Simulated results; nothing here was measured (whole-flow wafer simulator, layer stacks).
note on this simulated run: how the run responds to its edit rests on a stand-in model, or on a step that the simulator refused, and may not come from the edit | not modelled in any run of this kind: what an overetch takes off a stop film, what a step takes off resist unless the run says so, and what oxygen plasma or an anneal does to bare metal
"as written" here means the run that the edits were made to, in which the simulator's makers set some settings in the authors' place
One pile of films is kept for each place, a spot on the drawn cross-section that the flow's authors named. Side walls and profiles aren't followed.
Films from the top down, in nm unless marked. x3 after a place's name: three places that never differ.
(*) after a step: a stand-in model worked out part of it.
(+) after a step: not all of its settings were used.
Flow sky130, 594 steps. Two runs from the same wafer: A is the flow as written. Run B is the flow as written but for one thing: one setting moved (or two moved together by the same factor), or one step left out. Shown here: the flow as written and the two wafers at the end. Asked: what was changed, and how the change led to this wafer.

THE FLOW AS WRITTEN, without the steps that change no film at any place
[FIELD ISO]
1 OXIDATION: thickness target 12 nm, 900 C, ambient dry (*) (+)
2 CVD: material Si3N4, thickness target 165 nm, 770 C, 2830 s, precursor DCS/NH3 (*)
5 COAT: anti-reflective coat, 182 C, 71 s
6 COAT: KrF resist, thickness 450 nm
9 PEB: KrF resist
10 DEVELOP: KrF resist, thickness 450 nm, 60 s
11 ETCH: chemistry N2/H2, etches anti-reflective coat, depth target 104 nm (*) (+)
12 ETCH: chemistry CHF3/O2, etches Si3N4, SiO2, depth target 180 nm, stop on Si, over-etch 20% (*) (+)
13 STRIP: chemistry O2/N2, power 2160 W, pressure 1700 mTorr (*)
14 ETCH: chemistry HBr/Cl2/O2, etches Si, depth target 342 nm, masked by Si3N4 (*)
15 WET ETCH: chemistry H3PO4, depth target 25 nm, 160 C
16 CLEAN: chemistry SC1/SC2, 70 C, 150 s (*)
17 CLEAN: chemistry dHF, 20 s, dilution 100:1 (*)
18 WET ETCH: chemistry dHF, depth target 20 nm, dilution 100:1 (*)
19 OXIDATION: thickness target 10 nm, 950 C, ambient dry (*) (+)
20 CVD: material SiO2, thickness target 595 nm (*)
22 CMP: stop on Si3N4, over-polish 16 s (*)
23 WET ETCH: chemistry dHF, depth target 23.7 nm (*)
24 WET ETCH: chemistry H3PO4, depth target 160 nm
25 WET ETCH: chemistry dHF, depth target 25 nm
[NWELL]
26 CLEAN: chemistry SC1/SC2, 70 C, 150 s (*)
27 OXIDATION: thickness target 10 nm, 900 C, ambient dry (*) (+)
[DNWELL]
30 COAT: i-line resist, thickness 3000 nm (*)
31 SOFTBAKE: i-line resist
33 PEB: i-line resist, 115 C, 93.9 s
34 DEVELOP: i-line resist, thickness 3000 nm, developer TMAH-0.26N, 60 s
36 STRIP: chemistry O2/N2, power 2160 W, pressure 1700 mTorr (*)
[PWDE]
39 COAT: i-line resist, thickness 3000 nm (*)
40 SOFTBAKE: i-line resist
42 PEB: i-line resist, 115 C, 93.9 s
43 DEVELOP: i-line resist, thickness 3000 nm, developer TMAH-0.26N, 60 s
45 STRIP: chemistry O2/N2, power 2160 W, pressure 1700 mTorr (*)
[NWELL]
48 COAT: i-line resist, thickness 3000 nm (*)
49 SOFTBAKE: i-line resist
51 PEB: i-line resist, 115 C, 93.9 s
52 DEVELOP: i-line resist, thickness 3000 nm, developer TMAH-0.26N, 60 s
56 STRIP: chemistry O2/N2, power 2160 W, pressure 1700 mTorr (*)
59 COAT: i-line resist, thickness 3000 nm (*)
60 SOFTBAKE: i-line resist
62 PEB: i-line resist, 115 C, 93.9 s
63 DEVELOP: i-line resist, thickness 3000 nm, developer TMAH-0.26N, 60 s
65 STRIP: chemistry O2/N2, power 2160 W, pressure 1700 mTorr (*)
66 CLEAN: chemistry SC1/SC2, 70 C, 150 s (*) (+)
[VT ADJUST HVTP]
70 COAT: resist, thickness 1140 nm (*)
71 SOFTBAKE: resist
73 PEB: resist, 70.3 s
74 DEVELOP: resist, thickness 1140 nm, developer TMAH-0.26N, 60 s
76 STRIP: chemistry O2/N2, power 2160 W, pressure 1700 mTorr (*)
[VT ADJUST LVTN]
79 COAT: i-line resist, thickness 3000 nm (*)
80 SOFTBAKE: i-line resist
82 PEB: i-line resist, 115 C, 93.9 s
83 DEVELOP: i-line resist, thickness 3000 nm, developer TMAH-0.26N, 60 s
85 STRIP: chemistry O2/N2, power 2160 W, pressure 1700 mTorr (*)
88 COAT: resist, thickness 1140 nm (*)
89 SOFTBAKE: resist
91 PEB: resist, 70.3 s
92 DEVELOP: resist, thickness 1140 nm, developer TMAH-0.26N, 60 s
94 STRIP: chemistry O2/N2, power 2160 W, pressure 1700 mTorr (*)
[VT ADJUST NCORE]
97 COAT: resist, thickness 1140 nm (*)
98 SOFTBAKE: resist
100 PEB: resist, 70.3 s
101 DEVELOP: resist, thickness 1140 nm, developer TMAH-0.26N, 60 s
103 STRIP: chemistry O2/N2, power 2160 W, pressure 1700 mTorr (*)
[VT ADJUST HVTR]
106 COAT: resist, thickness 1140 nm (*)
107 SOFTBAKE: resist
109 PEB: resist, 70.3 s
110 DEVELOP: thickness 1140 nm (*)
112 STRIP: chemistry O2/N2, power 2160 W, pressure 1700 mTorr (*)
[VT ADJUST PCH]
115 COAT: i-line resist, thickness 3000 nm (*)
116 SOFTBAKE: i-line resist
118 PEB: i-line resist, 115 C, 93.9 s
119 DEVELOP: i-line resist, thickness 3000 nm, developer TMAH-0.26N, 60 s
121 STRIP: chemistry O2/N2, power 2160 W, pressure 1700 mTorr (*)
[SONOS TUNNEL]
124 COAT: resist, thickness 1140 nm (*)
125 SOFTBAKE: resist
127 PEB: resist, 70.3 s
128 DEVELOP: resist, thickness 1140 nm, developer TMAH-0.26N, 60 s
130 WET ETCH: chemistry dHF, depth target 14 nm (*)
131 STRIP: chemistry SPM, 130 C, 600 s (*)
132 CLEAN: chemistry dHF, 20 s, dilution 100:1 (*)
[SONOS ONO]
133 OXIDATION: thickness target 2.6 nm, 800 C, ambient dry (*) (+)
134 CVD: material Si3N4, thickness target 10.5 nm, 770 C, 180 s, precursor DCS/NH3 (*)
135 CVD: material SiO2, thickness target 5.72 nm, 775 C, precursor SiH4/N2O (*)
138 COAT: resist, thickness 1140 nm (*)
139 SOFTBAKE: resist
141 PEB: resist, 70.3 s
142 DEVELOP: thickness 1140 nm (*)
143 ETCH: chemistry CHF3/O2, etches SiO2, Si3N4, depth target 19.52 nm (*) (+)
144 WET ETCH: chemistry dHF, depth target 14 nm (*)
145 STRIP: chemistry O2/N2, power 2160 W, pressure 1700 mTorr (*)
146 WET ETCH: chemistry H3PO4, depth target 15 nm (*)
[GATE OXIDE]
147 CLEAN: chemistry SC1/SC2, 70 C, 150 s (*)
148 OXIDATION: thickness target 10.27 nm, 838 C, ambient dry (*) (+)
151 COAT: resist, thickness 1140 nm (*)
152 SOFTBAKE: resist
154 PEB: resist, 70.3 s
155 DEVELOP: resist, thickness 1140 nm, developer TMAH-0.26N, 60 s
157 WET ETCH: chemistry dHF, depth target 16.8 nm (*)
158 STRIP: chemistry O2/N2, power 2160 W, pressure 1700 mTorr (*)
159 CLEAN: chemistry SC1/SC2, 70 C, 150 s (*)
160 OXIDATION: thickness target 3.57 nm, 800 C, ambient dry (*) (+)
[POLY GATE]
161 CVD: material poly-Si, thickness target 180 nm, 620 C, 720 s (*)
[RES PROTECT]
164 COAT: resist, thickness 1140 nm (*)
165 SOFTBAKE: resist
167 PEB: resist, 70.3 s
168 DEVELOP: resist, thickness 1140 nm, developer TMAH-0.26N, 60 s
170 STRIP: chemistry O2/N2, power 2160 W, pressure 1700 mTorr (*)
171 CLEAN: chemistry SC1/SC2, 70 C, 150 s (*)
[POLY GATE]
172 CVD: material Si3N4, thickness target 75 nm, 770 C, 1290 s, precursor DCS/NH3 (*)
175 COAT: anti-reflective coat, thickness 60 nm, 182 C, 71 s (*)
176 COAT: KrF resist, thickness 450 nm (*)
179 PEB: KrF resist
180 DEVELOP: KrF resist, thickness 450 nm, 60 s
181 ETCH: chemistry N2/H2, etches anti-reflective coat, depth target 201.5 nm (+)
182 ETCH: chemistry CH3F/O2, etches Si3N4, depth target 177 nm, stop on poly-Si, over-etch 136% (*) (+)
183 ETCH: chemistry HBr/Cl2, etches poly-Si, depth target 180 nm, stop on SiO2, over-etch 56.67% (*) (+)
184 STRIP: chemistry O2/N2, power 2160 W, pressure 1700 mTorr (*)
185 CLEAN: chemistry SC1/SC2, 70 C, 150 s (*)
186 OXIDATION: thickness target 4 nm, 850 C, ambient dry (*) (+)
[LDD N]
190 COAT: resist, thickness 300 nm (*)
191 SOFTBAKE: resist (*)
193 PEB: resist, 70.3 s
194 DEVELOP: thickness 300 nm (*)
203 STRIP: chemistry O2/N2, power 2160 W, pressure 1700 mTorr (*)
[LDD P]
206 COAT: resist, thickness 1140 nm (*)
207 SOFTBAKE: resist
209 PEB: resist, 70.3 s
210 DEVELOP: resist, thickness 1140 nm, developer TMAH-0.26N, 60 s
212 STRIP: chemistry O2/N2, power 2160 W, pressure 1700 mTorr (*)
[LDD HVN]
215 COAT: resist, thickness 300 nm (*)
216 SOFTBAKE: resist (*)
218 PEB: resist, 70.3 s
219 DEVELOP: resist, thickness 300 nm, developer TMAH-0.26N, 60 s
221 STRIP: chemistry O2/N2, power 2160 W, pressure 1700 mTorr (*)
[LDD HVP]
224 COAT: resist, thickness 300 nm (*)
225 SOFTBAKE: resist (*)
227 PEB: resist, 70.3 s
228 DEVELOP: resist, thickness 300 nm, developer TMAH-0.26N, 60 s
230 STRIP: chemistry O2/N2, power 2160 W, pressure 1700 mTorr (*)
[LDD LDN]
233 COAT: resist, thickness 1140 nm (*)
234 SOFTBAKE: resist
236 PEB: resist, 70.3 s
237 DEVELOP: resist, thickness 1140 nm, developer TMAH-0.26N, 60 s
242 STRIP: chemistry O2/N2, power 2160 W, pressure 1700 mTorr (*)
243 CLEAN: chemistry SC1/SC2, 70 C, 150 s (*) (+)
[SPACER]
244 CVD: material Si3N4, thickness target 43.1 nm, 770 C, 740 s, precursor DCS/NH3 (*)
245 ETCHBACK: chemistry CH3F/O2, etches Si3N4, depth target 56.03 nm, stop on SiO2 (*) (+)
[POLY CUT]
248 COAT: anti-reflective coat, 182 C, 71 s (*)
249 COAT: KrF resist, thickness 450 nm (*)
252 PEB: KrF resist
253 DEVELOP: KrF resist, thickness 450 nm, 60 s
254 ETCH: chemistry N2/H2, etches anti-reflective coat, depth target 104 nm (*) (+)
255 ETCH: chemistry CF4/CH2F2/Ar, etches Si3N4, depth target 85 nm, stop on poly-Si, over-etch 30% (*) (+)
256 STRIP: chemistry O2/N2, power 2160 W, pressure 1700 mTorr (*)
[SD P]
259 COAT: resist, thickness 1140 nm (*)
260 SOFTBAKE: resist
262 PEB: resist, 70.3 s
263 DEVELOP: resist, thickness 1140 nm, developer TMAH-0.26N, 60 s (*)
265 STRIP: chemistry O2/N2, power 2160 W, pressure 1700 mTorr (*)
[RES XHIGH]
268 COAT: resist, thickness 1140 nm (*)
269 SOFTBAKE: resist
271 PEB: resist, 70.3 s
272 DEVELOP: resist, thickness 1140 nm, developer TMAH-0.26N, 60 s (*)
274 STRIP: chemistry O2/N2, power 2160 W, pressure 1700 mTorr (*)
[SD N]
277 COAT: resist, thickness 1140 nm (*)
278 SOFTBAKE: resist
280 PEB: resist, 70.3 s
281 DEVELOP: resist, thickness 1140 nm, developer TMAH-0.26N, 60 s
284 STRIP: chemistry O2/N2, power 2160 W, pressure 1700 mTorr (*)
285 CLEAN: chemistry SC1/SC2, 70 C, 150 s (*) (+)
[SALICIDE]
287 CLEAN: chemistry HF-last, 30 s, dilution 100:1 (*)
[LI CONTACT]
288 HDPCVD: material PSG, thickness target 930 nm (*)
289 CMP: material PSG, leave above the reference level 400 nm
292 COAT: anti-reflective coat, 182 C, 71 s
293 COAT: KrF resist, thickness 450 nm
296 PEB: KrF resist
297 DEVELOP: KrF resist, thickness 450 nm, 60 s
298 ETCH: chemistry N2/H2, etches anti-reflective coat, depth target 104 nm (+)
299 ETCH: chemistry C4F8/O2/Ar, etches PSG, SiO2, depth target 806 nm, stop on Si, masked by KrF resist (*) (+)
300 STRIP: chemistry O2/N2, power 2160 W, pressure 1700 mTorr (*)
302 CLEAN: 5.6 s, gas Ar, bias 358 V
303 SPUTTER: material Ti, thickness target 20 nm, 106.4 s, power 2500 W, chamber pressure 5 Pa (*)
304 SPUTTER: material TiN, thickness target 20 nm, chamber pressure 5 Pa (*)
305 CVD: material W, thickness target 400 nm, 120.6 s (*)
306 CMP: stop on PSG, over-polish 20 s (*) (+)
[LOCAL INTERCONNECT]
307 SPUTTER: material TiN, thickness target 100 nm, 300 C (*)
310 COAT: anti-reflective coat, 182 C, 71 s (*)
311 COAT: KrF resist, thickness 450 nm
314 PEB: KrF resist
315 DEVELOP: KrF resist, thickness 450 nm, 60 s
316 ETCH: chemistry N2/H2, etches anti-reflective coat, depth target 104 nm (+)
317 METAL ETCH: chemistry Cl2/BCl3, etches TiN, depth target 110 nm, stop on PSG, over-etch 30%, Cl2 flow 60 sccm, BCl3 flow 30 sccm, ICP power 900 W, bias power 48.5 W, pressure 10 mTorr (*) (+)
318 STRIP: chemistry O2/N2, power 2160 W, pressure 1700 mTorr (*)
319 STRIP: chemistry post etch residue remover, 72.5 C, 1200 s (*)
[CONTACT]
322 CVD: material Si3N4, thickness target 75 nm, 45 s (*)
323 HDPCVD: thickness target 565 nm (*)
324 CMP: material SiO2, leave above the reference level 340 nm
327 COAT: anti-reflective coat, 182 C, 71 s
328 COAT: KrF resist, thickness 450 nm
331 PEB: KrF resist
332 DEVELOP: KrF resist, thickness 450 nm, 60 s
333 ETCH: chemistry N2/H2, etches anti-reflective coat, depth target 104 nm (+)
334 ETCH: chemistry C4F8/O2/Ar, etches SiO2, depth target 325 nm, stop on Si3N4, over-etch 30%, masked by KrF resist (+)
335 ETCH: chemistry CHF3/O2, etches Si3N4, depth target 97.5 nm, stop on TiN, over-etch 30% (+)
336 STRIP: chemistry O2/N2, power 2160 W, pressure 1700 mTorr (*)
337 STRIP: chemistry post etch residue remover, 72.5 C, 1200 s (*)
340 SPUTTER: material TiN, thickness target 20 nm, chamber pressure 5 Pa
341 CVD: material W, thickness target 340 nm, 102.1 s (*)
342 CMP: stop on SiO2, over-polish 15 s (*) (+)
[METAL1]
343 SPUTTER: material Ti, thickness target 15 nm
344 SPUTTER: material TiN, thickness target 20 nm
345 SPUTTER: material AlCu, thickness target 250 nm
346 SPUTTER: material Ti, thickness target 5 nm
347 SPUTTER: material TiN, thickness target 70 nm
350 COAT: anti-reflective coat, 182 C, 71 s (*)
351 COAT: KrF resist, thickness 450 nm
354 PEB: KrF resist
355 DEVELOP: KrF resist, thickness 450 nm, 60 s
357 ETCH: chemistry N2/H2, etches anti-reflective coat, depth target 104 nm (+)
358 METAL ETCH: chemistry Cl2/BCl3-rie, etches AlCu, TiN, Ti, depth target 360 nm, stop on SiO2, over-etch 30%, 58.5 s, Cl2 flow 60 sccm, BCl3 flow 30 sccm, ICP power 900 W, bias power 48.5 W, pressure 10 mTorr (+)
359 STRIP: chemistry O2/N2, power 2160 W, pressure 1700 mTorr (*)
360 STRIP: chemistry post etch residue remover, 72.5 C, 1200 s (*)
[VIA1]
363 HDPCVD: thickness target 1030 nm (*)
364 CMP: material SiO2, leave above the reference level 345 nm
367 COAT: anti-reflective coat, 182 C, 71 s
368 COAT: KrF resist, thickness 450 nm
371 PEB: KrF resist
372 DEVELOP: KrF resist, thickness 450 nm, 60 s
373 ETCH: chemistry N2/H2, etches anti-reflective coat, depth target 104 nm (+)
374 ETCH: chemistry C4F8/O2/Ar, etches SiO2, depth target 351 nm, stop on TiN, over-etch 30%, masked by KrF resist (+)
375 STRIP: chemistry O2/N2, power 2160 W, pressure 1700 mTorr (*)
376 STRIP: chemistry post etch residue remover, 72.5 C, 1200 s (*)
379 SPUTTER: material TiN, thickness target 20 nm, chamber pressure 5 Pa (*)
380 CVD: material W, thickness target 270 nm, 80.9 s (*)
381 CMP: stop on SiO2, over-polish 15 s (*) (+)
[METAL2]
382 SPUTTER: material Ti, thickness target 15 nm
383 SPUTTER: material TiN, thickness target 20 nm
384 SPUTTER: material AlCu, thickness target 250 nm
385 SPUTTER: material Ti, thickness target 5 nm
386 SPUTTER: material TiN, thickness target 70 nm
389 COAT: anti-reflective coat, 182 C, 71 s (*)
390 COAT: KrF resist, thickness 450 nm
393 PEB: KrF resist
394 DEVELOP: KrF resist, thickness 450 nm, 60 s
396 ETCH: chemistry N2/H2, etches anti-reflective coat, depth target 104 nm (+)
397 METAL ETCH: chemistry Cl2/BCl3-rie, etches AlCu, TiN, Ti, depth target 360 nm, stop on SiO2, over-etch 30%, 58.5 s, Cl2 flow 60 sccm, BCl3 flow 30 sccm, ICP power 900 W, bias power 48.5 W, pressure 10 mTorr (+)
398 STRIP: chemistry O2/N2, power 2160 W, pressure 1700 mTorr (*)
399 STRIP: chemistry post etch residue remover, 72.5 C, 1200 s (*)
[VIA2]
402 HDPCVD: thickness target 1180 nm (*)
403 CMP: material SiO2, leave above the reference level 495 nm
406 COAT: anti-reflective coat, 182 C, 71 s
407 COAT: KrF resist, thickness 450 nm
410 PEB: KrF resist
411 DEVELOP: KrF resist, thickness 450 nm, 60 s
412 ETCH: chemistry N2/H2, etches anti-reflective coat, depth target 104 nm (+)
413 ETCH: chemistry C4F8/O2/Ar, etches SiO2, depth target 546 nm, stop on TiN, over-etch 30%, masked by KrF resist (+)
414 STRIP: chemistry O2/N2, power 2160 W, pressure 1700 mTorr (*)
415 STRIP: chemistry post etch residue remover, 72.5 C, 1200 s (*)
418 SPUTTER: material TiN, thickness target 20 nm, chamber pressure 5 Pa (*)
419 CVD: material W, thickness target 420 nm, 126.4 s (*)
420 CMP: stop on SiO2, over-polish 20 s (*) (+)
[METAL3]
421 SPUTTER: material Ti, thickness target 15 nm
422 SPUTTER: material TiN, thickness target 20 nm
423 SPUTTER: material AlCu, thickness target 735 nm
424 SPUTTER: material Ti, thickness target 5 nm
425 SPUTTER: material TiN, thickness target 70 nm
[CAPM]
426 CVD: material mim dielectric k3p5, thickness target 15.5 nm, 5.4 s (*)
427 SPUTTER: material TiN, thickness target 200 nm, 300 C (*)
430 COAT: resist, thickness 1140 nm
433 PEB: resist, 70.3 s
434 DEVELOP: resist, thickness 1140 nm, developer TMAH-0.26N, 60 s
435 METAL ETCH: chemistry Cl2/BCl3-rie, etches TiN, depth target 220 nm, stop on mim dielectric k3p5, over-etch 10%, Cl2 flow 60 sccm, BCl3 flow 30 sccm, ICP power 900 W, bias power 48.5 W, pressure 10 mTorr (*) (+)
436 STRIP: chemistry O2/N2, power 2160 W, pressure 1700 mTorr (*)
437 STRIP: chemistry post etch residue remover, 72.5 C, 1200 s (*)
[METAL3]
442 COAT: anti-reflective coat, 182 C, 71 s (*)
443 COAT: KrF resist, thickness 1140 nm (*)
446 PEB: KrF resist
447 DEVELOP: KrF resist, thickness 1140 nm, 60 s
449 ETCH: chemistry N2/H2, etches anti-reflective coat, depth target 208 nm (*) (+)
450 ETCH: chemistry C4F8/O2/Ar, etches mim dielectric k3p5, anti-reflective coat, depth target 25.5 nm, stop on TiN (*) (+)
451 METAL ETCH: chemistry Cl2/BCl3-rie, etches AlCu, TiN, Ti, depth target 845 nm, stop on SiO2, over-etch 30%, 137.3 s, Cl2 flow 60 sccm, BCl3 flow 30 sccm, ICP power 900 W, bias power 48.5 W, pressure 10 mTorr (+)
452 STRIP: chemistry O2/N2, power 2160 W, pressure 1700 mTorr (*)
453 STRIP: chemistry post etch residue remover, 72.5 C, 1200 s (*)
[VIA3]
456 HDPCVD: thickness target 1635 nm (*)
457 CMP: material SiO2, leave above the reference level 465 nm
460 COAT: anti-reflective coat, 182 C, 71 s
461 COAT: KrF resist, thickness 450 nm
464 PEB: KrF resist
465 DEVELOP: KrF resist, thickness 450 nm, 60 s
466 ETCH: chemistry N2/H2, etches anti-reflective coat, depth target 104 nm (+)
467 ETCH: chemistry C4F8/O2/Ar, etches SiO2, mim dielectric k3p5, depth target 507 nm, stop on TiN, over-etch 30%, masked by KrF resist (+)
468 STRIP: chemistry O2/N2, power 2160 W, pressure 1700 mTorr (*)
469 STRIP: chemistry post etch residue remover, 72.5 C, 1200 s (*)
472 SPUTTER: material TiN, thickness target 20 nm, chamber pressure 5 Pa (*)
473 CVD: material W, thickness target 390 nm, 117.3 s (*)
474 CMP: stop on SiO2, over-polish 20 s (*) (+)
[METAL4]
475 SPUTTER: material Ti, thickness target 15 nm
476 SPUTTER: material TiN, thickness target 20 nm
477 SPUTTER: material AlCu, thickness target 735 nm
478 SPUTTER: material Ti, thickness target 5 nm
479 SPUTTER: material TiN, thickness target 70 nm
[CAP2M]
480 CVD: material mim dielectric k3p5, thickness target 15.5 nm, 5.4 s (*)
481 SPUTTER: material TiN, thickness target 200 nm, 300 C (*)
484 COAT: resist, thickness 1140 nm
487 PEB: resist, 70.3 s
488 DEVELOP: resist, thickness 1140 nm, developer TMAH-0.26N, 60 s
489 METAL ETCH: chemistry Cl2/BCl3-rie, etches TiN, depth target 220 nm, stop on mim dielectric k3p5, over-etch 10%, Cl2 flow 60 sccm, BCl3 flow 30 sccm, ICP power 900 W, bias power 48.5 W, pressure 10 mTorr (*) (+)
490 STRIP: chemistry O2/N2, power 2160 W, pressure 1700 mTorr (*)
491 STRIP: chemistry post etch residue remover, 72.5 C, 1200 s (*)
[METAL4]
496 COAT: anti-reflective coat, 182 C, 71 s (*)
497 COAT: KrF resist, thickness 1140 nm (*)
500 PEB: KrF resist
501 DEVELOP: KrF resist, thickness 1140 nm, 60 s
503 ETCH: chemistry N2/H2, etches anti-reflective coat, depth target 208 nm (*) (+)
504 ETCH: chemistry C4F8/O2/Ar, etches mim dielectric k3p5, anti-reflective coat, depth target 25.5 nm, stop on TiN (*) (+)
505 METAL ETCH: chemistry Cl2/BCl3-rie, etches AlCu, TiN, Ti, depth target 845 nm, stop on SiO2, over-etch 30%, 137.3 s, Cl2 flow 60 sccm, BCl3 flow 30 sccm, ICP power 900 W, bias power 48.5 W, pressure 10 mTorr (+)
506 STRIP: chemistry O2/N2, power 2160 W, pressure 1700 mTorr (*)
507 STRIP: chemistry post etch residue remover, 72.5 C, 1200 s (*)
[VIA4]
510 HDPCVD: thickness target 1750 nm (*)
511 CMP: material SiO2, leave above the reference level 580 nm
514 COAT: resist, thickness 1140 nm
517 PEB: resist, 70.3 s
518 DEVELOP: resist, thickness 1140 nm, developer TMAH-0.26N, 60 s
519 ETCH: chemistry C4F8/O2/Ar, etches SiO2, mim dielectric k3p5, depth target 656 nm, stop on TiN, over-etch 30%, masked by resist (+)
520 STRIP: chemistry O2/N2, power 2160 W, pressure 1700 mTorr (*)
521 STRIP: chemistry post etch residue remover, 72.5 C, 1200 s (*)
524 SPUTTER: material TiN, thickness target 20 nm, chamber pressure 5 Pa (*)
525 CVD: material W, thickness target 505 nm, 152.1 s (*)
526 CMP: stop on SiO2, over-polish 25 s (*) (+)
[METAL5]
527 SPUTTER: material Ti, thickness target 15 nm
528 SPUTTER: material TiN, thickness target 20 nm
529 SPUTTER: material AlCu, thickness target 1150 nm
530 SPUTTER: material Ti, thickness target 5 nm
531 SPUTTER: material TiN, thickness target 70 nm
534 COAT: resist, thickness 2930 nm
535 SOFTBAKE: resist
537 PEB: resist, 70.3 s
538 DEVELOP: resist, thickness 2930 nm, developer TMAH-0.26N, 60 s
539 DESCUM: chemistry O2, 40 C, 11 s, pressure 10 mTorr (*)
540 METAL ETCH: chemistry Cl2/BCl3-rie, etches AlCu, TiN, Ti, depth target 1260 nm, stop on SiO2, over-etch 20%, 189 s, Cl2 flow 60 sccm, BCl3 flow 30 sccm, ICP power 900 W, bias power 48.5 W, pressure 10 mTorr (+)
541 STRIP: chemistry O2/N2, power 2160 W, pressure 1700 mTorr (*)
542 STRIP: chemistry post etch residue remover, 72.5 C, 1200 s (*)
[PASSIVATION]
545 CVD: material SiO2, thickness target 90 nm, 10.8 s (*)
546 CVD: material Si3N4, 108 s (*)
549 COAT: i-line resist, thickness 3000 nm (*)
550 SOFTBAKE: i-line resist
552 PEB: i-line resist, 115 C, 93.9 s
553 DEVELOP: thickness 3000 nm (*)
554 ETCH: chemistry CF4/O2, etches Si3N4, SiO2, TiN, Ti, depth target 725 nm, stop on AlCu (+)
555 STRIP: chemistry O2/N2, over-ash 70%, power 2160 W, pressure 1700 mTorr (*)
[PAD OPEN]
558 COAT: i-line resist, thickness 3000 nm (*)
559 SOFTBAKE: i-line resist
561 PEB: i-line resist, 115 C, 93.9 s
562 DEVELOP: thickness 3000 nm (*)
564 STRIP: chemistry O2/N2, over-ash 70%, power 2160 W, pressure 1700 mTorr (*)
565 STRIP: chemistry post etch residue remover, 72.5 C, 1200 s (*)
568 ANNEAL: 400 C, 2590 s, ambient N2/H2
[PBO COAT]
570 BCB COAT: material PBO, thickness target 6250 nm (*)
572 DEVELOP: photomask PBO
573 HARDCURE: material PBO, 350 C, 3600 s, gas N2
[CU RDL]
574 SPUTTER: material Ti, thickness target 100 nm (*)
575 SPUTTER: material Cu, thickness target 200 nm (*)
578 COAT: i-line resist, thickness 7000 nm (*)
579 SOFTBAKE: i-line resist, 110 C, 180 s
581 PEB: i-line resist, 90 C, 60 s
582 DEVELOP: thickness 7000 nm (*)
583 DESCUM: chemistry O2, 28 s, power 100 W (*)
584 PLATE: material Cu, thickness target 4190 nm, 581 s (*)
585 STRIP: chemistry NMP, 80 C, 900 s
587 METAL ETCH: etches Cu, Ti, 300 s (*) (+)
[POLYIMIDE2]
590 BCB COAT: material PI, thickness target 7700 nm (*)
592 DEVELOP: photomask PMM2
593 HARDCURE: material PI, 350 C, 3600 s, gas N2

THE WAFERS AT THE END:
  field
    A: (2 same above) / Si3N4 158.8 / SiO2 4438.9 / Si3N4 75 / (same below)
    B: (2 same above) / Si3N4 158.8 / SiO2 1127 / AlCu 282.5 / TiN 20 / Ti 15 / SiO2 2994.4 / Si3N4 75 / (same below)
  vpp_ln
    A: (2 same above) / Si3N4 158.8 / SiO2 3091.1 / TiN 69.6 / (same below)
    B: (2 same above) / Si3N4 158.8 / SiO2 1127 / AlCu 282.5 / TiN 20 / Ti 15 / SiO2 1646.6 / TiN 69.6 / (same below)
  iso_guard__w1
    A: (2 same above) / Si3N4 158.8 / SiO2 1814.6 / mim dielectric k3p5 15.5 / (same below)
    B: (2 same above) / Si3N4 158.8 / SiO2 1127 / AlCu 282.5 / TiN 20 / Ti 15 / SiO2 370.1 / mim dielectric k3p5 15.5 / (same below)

The cause: step 505, METAL ETCH: depth target 401.4 nm was run, where the flow has depth target 845 nm; step 505, METAL ETCH: 65.2 s was run, where the flow has 137.3 s.

How the change led to this, step by step:
  505 METAL ETCH: chemistry Cl2/BCl3-rie, etches AlCu, TiN, Ti, depth target 845 nm, stop on SiO2, over-etch 30%, 137.3 s, Cl2 flow 60 sccm, BCl3 flow 30 sccm, ICP power 900 W, bias power 48.5 W, pressure 10 mTorr (+)
      field, gate, spacer and 68 more: A TiN -70 (all of it), Ti -5 (all of it), AlCu -735 (all of it), TiN -20 (all of it), Ti -15 (all of it), SiO2 -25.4 | B TiN -70 (all of it), Ti -5 (all of it), AlCu -446.8
      active, vpp_iso1, mim_edge_plate and 14 more: A TiN -70 (all of it), Ti -5 (all of it), AlCu -735 (all of it), TiN -20 (all of it), Ti -15 (all of it), SiO2 -25.3 | B TiN -70 (all of it), Ti -5 (all of it), AlCu -446.8
      (and at 105 more places)
  506 STRIP: chemistry O2/N2, power 2160 W, pressure 1700 mTorr (*)
      mim, dice_street, pplus_nw and 67 more: A KrF resist -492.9 (all of it), anti-reflective coat -80 (all of it) | B KrF resist -781.3 (all of it), anti-reflective coat -80 (all of it)
      n_well, p_well, gate_hv and 13 more: A KrF resist -492.9 (all of it), anti-reflective coat -80 (all of it) | B KrF resist -781.2 (all of it), anti-reflective coat -80 (all of it)
      (and at 19 more places)
  507 STRIP: chemistry post etch residue remover, 72.5 C, 1200 s (*)
      field, active, gate and 85 more: A nothing | B AlCu -5.72
  510 HDPCVD: thickness target 1750 nm (*)
      field, active, gate and 85 more: A SiO2 +1750 | B SiO2 +1750 (new film)
  511 CMP: material SiO2, leave above the reference level 580 nm
      field, active, gate and 77 more: A SiO2 -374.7 | B SiO2 -717.5
      iso_guard__w1, mim_edge_gap, vpp_l1ln, vpp_m3ln, rpm_encl, via2_enc, rpm_encl_psd, iso_guard_nsd_tip: A SiO2 -374.6 | B SiO2 -717.5
Counting metal films that touch as one body, field has 1 body; the flow as written gives 0 bodies.
Counting metal films that touch as one body, vpp_ln has 3 bodies (between them, from the top down: SiO2 1646.6; SiO2 267.2); the flow as written gives 2 bodies (between them, from the top down: SiO2 267.2).
Counting metal films that touch as one body, iso_guard__w1 has 2 bodies (between them, from the top down: SiO2 370.1 / mim dielectric k3p5 15.5); the flow as written gives 1 body.
